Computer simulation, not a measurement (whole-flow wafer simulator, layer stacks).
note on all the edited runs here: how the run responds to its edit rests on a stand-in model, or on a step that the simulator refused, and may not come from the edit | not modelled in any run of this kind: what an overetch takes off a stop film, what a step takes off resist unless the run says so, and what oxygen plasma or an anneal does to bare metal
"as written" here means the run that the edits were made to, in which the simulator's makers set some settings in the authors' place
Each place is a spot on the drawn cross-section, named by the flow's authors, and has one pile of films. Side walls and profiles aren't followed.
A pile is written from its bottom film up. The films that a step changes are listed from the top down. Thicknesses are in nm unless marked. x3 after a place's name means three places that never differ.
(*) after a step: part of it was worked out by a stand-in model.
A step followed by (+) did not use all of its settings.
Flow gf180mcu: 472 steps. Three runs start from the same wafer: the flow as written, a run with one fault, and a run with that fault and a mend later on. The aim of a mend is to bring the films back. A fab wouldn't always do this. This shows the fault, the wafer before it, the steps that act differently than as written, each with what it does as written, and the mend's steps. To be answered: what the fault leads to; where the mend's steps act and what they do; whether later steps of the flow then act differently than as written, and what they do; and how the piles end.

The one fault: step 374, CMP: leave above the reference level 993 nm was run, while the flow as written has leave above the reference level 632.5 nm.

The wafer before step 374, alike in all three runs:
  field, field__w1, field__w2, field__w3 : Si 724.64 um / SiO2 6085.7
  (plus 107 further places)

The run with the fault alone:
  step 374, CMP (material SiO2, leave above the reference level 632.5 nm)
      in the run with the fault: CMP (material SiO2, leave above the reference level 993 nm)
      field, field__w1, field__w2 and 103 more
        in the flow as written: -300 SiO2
        in the run with the fault: nothing
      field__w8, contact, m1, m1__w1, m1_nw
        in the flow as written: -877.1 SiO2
        in the run with the fault: -516.6 SiO2
  Later steps of the flow acting differently than as written (7 more steps, not shown, differ only slightly: by at most 2% or 0.5 nm, whichever is larger):
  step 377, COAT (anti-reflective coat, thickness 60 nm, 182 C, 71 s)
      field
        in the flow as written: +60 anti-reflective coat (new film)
        in the run with the fault: +84.2 anti-reflective coat (new film)
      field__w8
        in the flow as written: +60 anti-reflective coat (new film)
        in the run with the fault: +27.7 anti-reflective coat (new film)
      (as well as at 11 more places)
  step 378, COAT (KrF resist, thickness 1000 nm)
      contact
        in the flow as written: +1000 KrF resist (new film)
        in the run with the fault: +978 KrF resist (new film)
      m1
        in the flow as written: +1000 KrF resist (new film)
        in the run with the fault: +975.6 KrF resist (new film)
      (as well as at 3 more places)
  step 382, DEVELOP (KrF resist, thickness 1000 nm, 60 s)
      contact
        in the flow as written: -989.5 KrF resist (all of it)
        in the run with the fault: -967.7 KrF resist (all of it)
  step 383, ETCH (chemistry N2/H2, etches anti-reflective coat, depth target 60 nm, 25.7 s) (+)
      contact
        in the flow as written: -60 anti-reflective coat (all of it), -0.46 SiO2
        in the run with the fault: -31.2 anti-reflective coat (all of it), -1.2 SiO2
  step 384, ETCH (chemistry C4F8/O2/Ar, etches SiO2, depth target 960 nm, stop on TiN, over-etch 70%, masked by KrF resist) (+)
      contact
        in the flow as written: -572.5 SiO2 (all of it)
        in the run with the fault: -932.2 SiO2 (all of it)
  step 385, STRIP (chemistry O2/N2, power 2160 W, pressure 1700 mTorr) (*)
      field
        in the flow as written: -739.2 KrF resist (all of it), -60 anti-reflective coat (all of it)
        in the run with the fault: -727.9 KrF resist (all of it), -84.2 anti-reflective coat (all of it)
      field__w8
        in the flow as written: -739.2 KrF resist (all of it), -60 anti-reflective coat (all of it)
        in the run with the fault: -732.6 KrF resist (all of it), -27.7 anti-reflective coat (all of it)
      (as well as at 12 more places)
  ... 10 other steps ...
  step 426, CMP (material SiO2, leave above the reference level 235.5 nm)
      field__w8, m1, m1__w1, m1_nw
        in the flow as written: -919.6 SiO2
        in the run with the fault: -977.9 SiO2
  The piles end different from the flow's at field, field__w1, field__w2 and 109 more by more than 2% or 0.5 nm, whichever is larger.
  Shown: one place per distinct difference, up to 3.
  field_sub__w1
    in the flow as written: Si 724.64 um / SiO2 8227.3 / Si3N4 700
    in the run with the fault: Si 724.64 um / SiO2 8527.2 / Si3N4 700
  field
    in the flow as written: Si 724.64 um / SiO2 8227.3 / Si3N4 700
    in the run with the fault: Si 724.64 um / SiO2 8527.3 / Si3N4 700
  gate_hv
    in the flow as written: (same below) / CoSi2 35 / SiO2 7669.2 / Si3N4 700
    in the run with the fault: (same below) / CoSi2 35 / SiO2 7969.1 / Si3N4 700

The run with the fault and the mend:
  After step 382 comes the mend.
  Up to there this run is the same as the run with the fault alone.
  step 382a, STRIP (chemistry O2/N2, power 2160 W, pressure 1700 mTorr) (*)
      iso_ptap_pw, iso_ntap_nw, iso_nw_fld and 33 more
        -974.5 KrF resist (all of it), -60 anti-reflective coat (all of it)
      field_sub, field_sub__w1, field_sub__w2 and 11 more
        -975 KrF resist (all of it), -60.2 anti-reflective coat (all of it)
      field__w2, field__w3, field__w6 and 10 more
        -975.2 KrF resist (all of it), -60.2 anti-reflective coat (all of it)
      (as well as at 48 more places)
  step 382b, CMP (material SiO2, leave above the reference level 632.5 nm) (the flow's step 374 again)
      field, field__w1, field__w2 and 103 more
        -300 SiO2
      field__w8, contact, m1, m1__w1, m1_nw
        -360.5 SiO2
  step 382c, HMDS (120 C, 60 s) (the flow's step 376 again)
      alters no film at any place that is followed
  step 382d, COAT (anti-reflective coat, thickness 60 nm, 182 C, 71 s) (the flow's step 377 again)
      field, field__w1, field__w2 and 108 more
        +60 anti-reflective coat (new film)
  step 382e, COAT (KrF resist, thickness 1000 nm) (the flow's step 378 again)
      field, field__w1, field__w2 and 108 more
        +1000 KrF resist (new film)
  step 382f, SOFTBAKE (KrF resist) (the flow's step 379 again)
      alters no film at any place that is followed
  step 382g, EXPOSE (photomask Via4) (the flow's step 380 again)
      alters no film at any place that is followed
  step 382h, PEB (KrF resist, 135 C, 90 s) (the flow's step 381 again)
      field, field__w1, field__w2 and 108 more
        -10.5 KrF resist
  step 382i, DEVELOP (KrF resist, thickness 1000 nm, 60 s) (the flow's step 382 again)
      field, field__w1, field__w2 and 107 more
        -14.9 KrF resist
      contact
        -989.5 KrF resist (all of it)
  None of the later steps of the flow acts differently than as written at any place that is followed.
  The piles end the same as the flow's at every place that both follow.
